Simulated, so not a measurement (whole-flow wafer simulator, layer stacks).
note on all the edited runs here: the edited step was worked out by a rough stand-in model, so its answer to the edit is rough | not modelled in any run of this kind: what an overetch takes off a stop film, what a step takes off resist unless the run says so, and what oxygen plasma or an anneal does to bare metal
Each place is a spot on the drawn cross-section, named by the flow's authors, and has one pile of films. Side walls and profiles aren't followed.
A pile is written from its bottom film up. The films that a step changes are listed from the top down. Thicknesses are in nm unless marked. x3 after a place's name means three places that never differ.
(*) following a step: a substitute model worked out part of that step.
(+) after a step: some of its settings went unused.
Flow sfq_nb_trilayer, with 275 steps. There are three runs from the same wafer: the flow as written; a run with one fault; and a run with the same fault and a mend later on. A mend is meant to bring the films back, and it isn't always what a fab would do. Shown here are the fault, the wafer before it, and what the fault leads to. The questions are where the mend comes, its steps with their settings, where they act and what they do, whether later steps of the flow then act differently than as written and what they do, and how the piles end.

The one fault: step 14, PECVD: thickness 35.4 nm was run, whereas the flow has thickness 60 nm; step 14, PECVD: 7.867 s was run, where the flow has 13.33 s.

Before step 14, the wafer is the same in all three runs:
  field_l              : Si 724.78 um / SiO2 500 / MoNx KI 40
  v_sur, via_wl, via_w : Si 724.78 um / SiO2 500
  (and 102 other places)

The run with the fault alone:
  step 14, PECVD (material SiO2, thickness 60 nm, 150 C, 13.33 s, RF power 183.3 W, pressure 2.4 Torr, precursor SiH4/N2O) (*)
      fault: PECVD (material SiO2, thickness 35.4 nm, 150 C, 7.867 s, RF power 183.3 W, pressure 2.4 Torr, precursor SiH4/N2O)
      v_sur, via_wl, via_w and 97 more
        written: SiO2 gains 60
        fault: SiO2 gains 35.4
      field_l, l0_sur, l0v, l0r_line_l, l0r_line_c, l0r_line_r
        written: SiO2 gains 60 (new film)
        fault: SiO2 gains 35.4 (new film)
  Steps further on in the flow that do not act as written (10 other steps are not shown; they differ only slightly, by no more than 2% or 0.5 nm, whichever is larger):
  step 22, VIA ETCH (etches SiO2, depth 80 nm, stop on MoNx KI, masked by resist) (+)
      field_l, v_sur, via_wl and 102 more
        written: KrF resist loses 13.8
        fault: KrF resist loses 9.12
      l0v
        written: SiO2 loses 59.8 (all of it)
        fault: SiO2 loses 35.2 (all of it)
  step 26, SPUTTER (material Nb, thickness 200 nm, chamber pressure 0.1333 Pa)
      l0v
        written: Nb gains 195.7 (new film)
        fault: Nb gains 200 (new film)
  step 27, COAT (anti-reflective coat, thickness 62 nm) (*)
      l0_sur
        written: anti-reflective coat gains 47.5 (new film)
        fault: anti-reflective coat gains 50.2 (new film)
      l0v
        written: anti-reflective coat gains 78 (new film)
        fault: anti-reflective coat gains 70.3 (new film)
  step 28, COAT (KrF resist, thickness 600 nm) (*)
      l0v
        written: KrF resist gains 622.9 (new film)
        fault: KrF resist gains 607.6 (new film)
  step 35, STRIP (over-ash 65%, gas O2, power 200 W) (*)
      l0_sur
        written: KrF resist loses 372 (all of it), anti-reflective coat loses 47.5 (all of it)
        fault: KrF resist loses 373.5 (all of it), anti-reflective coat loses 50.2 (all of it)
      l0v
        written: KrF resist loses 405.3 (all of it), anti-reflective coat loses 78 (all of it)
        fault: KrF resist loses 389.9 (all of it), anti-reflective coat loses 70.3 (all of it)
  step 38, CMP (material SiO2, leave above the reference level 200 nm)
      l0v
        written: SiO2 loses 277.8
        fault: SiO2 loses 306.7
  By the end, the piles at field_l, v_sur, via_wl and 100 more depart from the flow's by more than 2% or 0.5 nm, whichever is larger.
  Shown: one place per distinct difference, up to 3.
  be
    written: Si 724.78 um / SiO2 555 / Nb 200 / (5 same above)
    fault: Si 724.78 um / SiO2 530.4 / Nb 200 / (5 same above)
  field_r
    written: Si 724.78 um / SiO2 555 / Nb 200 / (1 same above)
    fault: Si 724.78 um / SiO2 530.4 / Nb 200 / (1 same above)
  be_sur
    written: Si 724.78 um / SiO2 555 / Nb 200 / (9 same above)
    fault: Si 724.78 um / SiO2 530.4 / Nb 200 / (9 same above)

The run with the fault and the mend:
  The mend follows step 20.
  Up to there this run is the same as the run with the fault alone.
  step 20a, STRIP (over-ash 65%, gas O2, power 200 W) (*)
      p4_fl x3, p4_w1 x9, p4_g1 x2 and 59 more
        KrF resist loses 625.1 (all of it), anti-reflective coat loses 62 (all of it)
      jj_sur, ce_l, c5j, ce_r, sp_r, be_r, r_sur
        KrF resist loses 632 (all of it), anti-reflective coat loses 63.7 (all of it)
      gap, res, r_end
        KrF resist loses 632.1 (all of it), anti-reflective coat loses 63.7 (all of it)
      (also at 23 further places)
  step 20b, PECVD (material SiO2, thickness 24.6 nm, 150 C, 5.467 s, RF power 183.3 W, pressure 2.4 Torr, precursor SiH4/N2O) (the flow's step 14, run once more with other settings)
      field_l, v_sur, via_wl and 103 more
        SiO2 gains 24.6
  step 20c, COAT (anti-reflective coat, thickness 62 nm) (*) (the flow's step 15, run once more)
      p4_fl x3, p4_w1 x9, p4_g1 x2 and 59 more
        anti-reflective coat gains 62 (new film)
      be_sur, gap, jj_sur and 8 more
        anti-reflective coat gains 63.7 (new film)
      wire, be, moat, field_r, lsp_l
        anti-reflective coat gains 63.8 (new film)
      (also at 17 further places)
  step 20d, COAT (KrF resist, thickness 650 nm) (*) (the flow's step 16, run once more)
      p4_fl x3, p4_w1 x9, p4_g1 x2 and 59 more
        KrF resist gains 650 (new film)
      jj_sur, ce_l, c5j, ce_r, sp_r, be_r, r_sur
        KrF resist gains 656.9 (new film)
      v_sur, via_wr
        KrF resist gains 659.5 (new film)
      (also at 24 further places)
  step 20e, SOFTBAKE (KrF resist) (the flow's step 17, run once more)
      does not change any film at any place that is followed
  step 20f, EXPOSE (photomask L0V, dose 12.41 mJ/cm2, NA 0.6, wavelength 248 nm) (*) (the flow's step 18, run once more)
      does not change any film at any place that is followed
  step 20g, PEB (KrF resist, 90 s) (the flow's step 19, run once more)
      p4_fl x3, p4_w1 x9, p4_g1 x2 and 59 more
        KrF resist loses 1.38
      via_v, wire, be and 15 more
        KrF resist loses 1.39
      v_sur, via_w, via_wr, via_sp, lsp_m, ln_m6, lsp_r
        KrF resist loses 1.4
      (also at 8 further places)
  step 20h, DEVELOP (KrF resist, thickness 650 nm, 60 s) (the flow's step 20, run once more)
      field_l, v_sur, via_wl and 102 more
        KrF resist loses 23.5
      l0v
        KrF resist loses 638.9 (all of it)
  None of the later steps of the flow differs from how it acts as written, at any place that is followed, by more than 2% or 0.5 nm, whichever is larger.
  At every place that both follow, the piles at the end match the flow's.
